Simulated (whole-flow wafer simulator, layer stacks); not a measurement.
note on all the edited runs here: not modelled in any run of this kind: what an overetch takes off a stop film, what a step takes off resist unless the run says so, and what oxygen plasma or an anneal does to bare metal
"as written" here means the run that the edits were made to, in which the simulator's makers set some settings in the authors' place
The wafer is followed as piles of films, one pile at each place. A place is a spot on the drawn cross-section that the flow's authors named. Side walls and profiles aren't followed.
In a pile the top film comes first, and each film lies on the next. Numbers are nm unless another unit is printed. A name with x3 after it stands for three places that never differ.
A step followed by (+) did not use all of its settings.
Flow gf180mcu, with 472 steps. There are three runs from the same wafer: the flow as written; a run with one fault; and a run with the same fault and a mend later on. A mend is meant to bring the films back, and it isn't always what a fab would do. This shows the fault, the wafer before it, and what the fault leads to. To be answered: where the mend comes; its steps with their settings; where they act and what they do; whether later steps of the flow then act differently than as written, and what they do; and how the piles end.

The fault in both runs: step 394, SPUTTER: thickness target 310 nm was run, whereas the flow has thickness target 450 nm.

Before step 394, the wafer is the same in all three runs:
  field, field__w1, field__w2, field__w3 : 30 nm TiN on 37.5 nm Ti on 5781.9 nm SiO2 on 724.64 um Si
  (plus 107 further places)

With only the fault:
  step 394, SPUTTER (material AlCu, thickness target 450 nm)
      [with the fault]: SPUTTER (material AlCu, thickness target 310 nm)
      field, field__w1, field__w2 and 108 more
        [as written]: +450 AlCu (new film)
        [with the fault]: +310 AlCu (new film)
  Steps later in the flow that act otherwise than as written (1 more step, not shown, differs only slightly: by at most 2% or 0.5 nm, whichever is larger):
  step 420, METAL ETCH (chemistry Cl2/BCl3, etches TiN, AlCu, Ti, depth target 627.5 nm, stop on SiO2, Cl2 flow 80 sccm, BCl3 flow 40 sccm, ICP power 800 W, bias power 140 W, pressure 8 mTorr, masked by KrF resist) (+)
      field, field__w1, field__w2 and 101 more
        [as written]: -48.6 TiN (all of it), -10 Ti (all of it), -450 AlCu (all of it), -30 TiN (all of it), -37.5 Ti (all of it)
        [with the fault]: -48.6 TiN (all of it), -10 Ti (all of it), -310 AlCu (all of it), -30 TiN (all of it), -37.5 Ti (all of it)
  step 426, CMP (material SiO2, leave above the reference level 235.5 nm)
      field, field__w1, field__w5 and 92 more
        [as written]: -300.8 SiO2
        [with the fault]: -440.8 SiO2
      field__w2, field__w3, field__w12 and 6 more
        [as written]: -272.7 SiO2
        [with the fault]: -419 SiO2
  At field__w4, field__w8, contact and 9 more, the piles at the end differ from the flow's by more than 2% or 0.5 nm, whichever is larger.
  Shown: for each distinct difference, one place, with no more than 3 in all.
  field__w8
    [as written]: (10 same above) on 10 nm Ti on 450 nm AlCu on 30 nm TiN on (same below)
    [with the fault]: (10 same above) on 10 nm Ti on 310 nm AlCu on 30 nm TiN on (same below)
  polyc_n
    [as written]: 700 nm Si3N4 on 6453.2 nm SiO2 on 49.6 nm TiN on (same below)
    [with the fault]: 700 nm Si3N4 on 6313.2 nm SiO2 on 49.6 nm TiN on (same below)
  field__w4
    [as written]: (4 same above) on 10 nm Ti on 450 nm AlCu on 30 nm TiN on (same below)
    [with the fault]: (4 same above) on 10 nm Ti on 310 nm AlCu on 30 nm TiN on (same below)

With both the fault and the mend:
  After step 394 comes the mend.
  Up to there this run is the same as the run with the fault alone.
  step 394a, SPUTTER (material AlCu, thickness target 140 nm) (a further turn of the flow's step 394, with different settings)
      field, field__w1, field__w2 and 108 more
        +140 AlCu
  Every later step of the flow that is run acts as written at every place that is followed.
  The piles end the same as the flow's at every place that both follow.
